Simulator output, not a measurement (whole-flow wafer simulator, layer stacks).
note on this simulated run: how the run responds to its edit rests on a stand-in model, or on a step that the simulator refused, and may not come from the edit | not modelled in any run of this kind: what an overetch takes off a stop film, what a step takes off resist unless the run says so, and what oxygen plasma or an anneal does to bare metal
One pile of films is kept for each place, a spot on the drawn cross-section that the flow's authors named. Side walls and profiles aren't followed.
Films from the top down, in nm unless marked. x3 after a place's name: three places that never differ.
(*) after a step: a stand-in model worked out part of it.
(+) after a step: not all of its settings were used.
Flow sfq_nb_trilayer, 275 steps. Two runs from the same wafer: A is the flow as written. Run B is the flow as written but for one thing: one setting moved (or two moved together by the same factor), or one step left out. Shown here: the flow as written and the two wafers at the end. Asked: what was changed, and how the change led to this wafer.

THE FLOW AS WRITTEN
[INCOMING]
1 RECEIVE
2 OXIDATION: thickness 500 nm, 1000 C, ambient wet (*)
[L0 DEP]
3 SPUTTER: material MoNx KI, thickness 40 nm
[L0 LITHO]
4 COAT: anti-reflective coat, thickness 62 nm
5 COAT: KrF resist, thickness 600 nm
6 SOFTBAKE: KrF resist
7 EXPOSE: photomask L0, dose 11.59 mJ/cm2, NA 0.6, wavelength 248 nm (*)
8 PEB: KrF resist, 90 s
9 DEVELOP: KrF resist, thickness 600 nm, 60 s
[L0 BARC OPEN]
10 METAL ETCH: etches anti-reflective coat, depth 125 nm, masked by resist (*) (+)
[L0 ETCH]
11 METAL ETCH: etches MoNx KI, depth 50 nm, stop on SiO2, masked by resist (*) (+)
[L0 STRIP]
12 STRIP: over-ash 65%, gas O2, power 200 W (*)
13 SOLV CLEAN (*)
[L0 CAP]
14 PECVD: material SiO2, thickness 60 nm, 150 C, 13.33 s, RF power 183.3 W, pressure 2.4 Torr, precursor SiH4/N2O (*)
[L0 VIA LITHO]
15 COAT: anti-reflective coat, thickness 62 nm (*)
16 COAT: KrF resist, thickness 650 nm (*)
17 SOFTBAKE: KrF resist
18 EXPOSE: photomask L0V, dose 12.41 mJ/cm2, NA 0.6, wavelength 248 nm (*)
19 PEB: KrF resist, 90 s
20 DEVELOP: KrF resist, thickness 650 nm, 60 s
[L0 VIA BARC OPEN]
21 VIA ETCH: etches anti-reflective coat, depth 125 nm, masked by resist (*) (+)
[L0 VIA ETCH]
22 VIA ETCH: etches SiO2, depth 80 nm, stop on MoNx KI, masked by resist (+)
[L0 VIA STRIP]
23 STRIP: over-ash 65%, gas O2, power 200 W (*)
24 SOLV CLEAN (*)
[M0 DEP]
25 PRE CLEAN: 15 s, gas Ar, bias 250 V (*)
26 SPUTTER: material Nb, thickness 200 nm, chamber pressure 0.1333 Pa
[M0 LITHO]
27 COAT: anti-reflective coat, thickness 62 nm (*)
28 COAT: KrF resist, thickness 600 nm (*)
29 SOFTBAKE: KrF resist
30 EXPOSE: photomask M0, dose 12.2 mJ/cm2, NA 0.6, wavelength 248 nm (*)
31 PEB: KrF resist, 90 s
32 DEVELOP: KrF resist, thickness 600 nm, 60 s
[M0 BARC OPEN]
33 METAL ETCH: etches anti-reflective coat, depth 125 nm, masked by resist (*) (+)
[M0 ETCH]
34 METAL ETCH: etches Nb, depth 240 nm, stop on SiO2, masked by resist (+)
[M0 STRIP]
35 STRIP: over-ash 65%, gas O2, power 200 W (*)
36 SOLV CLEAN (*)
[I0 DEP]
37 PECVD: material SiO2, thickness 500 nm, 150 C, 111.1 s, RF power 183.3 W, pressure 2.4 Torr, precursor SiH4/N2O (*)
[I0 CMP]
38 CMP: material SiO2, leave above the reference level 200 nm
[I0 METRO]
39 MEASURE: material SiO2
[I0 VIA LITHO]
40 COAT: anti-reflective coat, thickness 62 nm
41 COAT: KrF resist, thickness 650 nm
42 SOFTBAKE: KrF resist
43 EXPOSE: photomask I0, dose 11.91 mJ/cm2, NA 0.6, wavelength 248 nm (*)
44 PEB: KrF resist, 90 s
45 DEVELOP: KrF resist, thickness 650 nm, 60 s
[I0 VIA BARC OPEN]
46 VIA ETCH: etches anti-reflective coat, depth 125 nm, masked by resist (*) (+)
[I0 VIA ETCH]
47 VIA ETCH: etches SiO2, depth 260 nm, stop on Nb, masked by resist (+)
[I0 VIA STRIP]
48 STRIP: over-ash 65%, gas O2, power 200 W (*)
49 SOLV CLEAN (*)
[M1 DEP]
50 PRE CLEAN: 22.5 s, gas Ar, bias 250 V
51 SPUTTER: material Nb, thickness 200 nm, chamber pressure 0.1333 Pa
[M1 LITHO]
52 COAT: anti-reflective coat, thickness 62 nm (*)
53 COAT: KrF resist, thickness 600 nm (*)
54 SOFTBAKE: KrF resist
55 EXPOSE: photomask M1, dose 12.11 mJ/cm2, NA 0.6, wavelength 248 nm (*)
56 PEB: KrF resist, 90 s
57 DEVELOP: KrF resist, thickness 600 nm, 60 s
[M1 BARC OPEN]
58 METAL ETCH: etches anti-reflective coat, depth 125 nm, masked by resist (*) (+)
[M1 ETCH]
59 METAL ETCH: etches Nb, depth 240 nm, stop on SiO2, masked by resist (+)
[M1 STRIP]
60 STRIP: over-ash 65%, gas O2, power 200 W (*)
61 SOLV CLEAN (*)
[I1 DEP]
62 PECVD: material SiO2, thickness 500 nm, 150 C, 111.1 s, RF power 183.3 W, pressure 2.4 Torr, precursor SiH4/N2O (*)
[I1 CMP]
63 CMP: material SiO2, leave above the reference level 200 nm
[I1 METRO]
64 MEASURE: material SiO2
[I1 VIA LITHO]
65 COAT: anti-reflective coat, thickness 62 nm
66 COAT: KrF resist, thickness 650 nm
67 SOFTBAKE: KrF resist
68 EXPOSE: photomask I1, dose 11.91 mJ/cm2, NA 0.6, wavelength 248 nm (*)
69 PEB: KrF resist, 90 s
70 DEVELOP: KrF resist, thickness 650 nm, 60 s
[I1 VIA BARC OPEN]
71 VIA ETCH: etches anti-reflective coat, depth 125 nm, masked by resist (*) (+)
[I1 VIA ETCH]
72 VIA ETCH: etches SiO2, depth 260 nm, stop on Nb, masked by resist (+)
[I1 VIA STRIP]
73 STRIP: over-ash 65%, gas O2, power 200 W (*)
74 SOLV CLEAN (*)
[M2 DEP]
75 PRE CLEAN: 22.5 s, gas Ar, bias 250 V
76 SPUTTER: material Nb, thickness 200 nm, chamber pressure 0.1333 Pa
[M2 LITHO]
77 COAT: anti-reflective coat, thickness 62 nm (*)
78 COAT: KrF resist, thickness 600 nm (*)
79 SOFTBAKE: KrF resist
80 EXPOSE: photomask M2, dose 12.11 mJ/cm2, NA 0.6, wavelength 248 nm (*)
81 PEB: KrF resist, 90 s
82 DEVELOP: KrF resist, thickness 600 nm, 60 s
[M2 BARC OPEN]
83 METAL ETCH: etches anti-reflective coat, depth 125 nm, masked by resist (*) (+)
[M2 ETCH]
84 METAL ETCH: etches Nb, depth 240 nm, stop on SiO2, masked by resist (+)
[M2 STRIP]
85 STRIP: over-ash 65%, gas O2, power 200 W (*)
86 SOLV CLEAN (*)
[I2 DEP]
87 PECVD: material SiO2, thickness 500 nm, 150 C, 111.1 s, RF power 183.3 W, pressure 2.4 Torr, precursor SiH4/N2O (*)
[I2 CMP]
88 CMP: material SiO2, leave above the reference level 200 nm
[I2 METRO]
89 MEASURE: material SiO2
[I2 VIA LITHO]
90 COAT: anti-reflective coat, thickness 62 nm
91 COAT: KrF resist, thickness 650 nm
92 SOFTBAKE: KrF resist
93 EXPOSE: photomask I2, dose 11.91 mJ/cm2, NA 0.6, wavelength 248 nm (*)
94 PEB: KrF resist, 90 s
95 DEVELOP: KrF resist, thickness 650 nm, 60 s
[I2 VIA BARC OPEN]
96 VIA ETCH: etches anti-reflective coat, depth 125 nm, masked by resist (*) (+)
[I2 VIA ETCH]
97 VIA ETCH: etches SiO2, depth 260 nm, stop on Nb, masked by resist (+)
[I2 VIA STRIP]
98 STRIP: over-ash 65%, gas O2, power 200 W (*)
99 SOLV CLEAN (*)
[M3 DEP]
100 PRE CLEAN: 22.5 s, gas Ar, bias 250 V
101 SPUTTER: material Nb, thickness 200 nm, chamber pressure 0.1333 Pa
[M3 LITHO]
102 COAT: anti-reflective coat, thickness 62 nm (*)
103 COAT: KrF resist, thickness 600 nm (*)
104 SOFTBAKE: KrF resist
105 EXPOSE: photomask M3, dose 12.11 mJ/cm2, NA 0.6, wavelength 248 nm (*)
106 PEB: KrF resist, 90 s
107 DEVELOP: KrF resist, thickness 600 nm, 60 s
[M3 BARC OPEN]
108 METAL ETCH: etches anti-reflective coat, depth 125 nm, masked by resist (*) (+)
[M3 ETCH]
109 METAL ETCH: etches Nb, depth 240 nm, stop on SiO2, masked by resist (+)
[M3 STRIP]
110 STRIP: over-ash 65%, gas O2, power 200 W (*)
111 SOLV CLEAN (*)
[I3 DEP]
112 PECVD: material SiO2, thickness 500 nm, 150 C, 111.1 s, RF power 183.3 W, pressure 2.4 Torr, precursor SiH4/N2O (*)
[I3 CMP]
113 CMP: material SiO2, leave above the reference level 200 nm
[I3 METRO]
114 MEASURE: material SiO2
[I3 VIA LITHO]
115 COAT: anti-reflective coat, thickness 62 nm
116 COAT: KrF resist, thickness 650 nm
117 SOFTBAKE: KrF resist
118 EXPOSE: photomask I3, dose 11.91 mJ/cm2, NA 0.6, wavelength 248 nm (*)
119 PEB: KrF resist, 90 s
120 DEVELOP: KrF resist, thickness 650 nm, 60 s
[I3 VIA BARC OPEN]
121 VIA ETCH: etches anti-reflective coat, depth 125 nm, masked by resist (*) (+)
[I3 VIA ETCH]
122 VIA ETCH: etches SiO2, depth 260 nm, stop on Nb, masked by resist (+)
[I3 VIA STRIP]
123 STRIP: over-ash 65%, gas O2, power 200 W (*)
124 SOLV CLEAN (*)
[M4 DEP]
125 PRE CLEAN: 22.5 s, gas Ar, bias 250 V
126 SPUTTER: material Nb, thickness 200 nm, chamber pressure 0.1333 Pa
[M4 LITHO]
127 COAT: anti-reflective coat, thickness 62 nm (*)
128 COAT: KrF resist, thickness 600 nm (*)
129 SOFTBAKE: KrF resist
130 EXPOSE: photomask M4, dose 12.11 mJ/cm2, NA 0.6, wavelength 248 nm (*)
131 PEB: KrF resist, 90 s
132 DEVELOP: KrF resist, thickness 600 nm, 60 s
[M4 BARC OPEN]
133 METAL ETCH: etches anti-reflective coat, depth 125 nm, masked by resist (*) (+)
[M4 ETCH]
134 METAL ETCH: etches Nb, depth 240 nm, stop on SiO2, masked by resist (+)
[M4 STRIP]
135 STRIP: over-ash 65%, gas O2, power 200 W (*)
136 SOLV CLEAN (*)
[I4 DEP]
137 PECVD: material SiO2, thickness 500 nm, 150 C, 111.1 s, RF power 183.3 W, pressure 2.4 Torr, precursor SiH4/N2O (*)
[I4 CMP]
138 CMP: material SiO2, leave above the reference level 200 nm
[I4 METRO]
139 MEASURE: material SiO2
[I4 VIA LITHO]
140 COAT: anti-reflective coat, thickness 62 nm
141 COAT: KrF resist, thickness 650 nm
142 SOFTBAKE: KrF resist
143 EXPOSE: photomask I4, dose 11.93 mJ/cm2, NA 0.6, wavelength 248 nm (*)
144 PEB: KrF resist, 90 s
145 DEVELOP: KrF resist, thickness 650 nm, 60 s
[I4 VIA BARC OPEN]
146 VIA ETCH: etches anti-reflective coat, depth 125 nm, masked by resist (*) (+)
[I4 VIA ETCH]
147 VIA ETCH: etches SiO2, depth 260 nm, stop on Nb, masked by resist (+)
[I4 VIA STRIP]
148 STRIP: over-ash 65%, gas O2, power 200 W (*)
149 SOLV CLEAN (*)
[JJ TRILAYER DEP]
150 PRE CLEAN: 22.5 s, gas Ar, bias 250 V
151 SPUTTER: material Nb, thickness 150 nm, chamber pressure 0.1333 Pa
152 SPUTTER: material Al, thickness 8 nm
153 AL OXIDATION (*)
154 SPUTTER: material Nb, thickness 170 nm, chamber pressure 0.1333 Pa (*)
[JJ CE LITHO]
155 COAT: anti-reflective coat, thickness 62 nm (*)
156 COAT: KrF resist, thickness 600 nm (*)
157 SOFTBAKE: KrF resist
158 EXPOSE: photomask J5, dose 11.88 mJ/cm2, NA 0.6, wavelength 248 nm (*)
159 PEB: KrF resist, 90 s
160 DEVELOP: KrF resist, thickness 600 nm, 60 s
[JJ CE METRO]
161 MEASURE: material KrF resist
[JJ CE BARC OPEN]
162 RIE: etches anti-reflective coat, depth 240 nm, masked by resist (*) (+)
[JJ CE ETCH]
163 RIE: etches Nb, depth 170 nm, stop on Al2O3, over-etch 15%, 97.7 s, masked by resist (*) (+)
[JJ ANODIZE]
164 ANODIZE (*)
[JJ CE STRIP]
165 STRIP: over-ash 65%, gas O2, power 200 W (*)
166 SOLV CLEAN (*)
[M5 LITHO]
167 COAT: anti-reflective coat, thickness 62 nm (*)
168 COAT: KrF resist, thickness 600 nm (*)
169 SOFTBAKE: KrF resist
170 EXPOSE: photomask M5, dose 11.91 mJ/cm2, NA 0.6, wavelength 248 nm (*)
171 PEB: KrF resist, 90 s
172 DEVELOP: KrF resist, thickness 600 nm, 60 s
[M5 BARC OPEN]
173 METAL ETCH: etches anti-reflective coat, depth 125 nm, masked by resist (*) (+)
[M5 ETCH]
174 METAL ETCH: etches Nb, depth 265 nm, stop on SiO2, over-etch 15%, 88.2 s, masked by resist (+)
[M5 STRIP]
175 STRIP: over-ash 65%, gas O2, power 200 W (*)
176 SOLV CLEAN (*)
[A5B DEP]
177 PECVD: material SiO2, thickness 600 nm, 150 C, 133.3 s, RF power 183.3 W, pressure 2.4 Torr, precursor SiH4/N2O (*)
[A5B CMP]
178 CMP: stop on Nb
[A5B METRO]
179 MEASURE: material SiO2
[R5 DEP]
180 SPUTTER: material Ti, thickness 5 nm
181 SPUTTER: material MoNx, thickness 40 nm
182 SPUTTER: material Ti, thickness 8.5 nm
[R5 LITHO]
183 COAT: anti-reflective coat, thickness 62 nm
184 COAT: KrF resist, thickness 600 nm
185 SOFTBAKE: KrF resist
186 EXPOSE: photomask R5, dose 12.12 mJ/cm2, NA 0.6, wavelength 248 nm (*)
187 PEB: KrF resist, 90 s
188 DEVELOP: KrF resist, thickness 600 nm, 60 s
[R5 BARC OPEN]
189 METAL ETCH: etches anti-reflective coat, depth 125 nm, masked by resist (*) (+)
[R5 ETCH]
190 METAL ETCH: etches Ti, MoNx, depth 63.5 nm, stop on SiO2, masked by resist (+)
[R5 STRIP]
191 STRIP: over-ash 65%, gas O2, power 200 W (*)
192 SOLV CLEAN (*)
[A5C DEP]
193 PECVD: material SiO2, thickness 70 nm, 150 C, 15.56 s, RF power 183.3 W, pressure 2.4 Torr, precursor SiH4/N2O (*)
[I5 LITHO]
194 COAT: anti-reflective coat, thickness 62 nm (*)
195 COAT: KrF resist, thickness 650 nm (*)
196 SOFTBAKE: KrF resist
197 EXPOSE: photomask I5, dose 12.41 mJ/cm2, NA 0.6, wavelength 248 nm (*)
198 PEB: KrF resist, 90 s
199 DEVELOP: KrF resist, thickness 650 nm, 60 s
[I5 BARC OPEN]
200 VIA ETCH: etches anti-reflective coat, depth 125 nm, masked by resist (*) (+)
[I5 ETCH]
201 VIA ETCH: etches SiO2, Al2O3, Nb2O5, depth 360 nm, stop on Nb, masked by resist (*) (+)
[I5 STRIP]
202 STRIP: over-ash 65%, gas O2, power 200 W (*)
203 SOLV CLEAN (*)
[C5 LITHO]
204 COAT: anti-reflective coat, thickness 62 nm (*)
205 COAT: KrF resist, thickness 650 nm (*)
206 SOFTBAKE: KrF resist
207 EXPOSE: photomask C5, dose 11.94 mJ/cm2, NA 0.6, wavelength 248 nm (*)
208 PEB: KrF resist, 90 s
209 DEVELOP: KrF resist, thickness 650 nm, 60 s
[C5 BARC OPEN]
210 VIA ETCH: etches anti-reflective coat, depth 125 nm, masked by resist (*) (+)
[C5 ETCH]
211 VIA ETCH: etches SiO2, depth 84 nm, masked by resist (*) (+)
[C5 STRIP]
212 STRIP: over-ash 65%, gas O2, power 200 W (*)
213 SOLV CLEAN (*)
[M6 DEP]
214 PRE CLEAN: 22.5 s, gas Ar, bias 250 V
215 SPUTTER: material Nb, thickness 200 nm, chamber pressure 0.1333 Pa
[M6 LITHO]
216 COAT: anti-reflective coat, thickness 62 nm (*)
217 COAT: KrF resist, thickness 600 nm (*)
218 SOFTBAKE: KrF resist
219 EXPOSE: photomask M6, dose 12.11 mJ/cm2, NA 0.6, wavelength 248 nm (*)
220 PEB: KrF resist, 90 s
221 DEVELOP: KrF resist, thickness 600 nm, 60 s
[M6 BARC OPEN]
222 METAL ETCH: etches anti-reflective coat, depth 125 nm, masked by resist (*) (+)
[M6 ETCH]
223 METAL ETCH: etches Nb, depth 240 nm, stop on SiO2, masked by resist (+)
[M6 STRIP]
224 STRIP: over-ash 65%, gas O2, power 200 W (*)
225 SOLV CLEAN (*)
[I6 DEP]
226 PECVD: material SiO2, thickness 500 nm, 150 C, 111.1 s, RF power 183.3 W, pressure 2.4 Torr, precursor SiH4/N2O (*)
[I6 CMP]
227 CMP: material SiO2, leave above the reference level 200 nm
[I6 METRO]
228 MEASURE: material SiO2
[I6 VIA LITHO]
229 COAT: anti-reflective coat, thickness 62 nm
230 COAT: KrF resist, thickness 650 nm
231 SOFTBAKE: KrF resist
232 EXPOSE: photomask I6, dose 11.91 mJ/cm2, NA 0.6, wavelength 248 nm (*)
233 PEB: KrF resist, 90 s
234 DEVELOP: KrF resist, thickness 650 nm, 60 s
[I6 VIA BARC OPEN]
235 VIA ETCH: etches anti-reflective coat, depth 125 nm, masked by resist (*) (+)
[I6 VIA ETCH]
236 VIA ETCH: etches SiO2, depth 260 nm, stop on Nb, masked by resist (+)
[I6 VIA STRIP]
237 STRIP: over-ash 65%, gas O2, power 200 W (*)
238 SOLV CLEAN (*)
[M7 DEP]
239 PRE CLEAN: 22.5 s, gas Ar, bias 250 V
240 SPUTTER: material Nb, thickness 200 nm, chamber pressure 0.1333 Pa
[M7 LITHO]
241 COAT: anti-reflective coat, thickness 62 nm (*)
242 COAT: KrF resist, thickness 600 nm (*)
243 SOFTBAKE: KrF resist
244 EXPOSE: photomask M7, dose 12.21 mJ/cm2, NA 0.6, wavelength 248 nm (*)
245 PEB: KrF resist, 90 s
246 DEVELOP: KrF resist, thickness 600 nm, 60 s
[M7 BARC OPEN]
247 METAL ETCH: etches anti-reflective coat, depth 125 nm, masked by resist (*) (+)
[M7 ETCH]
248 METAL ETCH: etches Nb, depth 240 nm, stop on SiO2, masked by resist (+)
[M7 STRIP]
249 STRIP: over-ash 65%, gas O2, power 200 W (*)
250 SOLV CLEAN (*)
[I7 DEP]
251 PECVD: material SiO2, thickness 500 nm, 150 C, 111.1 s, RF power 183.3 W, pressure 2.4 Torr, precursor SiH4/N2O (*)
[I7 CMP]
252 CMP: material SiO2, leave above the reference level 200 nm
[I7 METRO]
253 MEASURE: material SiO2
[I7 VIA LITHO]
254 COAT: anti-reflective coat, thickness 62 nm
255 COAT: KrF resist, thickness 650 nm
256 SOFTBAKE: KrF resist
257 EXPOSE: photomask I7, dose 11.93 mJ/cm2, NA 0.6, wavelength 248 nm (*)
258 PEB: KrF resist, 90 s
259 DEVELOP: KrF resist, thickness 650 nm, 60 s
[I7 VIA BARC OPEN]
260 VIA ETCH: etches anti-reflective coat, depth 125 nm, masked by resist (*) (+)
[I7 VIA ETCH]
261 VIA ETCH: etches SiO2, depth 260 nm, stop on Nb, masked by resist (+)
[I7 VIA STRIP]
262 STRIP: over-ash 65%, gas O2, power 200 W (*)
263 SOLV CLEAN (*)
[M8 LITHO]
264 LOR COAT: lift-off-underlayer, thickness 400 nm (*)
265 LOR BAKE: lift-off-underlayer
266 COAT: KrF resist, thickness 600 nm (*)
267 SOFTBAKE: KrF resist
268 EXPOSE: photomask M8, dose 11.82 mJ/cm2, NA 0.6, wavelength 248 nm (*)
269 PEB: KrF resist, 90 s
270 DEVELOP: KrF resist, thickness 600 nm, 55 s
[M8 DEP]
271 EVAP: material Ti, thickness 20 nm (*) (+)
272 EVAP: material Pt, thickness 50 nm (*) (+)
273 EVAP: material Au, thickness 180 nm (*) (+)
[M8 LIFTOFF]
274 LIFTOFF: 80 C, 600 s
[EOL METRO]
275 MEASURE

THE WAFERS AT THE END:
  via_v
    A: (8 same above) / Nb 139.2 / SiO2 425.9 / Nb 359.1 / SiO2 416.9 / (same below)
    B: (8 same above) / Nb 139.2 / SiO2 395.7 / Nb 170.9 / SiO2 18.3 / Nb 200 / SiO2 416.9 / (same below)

The cause: step 122, VIA ETCH: depth 174 nm was run, where the flow has depth 260 nm.

How the change led to this, step by step:
  122 VIA ETCH: etches SiO2, depth 260 nm, stop on Nb, masked by resist (+)
      via_v: A SiO2 -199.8 (all of it) | B SiO2 -174
      field_l, v_sur, via_wl and 102 more: A KrF resist -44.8 | B KrF resist -30
  123 STRIP: over-ash 65%, gas O2, power 200 W (*)
      field_l, v_sur, via_wl and 102 more: A KrF resist -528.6 (all of it), anti-reflective coat -62 (all of it) | B KrF resist -543.4 (all of it), anti-reflective coat -62 (all of it)
  125 PRE CLEAN: 22.5 s, gas Ar, bias 250 V
      via_v: A Nb -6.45 | B SiO2 -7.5
  126 SPUTTER: material Nb, thickness 200 nm, chamber pressure 0.1333 Pa
      via_v: A Nb +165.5 | B Nb +170.9 (new film)
  127 COAT: anti-reflective coat, thickness 62 nm (*)
      via_v: A anti-reflective coat +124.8 (new film) | B anti-reflective coat +113.2 (new film)
      wire: A anti-reflective coat +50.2 (new film) | B anti-reflective coat +49 (new film)
  128 COAT: KrF resist, thickness 600 nm (*)
      via_v: A KrF resist +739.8 (new film) | B KrF resist +723.6 (new film)
  135 STRIP: over-ash 65%, gas O2, power 200 W (*)
      via_v: A KrF resist -521.8 (all of it), anti-reflective coat -124.8 (all of it) | B KrF resist -505.7 (all of it), anti-reflective coat -113.2 (all of it)
      wire: A KrF resist -374.5 (all of it), anti-reflective coat -50.2 (all of it) | B KrF resist -377 (all of it), anti-reflective coat -49 (all of it)
  137 PECVD: material SiO2, thickness 500 nm, 150 C, 111.1 s, RF power 183.3 W, pressure 2.4 Torr, precursor SiH4/N2O (*)
      via_v: A SiO2 +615 (new film) | B SiO2 +560.3 (new film)
  138 CMP: material SiO2, leave above the reference level 200 nm
      via_v: A SiO2 -181.6 | B SiO2 -157.1
Counting metal films that touch as one body, via_v has 7 bodies (between them, from the top down: SiO2 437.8; SiO2 209 / Al2O3 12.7 / Nb2O5 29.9; SiO2 395.7; SiO2 18.3; SiO2 416.9; SiO2 192.5); the flow as written gives 6 bodies (between them, from the top down: SiO2 437.8; SiO2 209 / Al2O3 12.7 / Nb2O5 29.9; SiO2 425.9; SiO2 416.9; SiO2 192.5).
